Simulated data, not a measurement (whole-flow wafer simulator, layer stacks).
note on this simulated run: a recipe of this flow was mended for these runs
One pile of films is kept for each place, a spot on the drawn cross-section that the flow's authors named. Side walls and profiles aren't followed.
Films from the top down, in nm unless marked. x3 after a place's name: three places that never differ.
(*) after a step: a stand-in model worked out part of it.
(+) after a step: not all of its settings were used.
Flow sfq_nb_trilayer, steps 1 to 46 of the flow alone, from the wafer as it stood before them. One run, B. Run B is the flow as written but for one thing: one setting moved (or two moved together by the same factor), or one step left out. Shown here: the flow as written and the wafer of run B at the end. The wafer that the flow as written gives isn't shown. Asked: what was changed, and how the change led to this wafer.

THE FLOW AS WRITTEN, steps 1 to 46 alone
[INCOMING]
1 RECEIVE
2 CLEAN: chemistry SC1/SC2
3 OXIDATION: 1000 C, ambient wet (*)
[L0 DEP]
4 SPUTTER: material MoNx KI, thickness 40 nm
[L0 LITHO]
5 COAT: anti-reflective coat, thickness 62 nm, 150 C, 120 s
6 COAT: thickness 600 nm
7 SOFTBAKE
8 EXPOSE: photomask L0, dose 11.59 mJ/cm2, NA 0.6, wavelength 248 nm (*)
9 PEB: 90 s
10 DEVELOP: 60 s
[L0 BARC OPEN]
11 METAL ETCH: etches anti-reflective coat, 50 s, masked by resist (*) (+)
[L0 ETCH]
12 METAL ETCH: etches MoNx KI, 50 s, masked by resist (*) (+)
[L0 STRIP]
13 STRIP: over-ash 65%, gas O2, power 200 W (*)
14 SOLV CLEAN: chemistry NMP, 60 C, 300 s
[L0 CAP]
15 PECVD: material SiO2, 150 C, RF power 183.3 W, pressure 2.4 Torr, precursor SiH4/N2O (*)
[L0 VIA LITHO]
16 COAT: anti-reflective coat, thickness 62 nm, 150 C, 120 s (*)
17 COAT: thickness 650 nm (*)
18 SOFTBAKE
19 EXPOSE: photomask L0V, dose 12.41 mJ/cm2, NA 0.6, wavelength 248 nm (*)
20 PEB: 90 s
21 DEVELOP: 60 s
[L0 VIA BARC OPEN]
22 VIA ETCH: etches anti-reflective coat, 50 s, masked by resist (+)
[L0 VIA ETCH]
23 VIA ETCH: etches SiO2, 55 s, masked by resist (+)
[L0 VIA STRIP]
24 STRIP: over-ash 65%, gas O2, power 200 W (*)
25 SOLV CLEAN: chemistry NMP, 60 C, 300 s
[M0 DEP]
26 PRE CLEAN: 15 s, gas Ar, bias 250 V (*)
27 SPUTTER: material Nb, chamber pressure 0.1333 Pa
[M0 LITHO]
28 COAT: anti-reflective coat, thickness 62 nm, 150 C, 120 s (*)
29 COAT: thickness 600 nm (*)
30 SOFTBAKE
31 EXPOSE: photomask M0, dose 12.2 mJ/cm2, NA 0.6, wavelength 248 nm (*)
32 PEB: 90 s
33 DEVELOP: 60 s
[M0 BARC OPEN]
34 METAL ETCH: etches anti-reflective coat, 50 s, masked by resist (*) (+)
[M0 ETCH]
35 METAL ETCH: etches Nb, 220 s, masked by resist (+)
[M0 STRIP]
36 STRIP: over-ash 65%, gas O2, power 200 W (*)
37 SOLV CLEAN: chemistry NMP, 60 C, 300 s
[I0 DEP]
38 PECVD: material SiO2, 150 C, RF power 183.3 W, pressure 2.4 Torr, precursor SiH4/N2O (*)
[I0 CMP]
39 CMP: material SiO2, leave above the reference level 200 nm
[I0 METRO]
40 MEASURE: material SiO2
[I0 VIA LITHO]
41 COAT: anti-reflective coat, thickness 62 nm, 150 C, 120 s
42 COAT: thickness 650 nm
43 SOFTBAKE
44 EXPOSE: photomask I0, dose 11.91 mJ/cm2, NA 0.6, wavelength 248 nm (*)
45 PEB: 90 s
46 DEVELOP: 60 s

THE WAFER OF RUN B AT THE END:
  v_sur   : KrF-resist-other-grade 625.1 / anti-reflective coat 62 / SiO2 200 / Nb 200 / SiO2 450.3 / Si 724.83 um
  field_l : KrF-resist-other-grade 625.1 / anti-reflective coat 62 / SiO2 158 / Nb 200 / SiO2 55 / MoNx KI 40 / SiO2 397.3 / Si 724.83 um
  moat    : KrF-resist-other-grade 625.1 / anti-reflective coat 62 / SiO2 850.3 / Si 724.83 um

The cause: step 3, OXIDATION: 969 C was run, where the flow has 1000 C.

How the change led to this, step by step:
  3 OXIDATION: 1000 C, ambient wet (*)
      field_l, v_sur, via_wl and 103 more: SiO2 +397.3 (new film), chemical SiO2 -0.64 (all of it), Si -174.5 (as written it would be: SiO2 +500 (new film), chemical SiO2 -0.64 (all of it), Si -219.7)
